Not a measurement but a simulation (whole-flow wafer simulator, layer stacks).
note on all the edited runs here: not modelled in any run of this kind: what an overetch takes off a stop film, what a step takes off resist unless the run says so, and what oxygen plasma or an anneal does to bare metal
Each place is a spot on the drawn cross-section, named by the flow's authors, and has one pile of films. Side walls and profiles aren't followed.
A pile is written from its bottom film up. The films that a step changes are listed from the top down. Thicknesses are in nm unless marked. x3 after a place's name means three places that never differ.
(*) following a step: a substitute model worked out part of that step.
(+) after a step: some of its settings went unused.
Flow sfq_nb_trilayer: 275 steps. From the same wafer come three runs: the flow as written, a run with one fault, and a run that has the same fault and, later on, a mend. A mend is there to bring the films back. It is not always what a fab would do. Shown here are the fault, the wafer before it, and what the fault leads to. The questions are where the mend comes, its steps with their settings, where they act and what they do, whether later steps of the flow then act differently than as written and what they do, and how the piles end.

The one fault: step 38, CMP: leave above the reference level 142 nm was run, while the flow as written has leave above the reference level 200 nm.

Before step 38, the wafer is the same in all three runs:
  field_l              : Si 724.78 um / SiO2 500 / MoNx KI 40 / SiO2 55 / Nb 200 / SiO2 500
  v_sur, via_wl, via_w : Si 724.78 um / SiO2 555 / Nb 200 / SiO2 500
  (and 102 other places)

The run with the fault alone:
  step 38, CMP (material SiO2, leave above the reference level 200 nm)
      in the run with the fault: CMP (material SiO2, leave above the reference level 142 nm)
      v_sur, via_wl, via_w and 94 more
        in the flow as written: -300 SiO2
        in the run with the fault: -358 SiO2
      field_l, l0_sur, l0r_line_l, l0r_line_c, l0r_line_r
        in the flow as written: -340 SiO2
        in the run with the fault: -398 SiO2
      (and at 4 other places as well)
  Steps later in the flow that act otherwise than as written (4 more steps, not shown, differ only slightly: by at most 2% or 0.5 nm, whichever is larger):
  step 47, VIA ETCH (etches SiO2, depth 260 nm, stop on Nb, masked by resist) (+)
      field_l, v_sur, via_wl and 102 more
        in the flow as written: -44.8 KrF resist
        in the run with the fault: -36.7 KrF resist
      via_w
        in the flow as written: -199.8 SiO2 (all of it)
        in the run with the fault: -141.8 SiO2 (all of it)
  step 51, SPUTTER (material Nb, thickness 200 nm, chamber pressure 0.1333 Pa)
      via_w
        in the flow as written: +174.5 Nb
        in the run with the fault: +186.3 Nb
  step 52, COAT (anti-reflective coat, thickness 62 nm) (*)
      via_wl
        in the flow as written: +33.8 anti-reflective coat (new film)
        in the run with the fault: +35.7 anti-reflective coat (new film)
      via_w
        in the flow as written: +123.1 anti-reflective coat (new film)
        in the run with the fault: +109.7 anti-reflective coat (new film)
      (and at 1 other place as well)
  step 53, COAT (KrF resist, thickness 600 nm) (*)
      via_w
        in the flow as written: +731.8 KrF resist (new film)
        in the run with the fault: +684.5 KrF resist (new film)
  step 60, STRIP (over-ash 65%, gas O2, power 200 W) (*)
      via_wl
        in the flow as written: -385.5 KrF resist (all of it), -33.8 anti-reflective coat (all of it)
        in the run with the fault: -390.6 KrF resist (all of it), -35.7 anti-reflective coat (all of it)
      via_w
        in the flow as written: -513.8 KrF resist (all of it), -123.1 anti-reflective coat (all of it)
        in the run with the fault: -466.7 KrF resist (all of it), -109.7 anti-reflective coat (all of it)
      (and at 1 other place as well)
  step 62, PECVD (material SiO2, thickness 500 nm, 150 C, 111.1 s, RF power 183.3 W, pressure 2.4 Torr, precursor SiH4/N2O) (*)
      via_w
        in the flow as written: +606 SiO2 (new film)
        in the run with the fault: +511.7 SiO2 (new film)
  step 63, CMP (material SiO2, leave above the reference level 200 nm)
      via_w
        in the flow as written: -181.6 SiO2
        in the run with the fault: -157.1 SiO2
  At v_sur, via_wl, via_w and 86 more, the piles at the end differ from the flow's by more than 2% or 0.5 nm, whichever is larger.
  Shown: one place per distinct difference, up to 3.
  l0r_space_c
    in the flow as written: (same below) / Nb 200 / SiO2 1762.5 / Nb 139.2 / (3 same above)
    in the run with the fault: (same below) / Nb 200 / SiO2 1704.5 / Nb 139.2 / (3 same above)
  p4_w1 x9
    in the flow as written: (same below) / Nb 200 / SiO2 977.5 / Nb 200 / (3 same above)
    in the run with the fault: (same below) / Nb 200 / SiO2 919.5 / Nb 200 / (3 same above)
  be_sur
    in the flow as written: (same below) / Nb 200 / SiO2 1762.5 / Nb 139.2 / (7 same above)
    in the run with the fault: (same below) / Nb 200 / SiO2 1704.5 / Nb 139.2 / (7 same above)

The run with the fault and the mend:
  The mend stands after step 45.
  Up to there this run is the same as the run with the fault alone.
  step 45a, STRIP (over-ash 65%, gas O2, power 200 W) (*)
      field_l, v_sur, via_wl and 102 more
        -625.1 KrF resist (all of it), -62 anti-reflective coat (all of it)
      via_w
        -62 anti-reflective coat (all of it)
  step 45b, PECVD (material SiO2, thickness 58 nm, 150 C, 12.89 s, RF power 183.3 W, pressure 2.4 Torr, precursor SiH4/N2O) (a further turn of the flow's step 37, with different settings)
      field_l, v_sur, via_wl and 103 more
        +58 SiO2
  step 45c, COAT (anti-reflective coat, thickness 62 nm) (a further turn of the flow's step 40)
      field_l, v_sur, via_wl and 103 more
        +62 anti-reflective coat (new film)
  step 45d, COAT (KrF resist, thickness 650 nm) (a further turn of the flow's step 41)
      field_l, v_sur, via_wl and 103 more
        +650 KrF resist (new film)
  step 45e, SOFTBAKE (KrF resist) (a further turn of the flow's step 42)
      alters no film at any place that is followed
  step 45f, EXPOSE (photomask I0, dose 11.91 mJ/cm2, NA 0.6, wavelength 248 nm) (*) (a further turn of the flow's step 43)
      alters no film at any place that is followed
  step 45g, PEB (KrF resist, 90 s) (a further turn of the flow's step 44)
      field_l, v_sur, via_wl and 103 more
        -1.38 KrF resist
  step 45h, DEVELOP (KrF resist, thickness 650 nm, 60 s) (a further turn of the flow's step 45)
      field_l, v_sur, via_wl and 102 more
        -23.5 KrF resist
      via_w
        -648.6 KrF resist (all of it)
  Later steps of the flow that are run all act as written at every place that is followed, up to a difference of at most 2% or 0.5 nm, whichever is larger.
  At the end the piles are close to the flow's at the places that both follow, differing by at most 2% or 0.5 nm, whichever is larger.
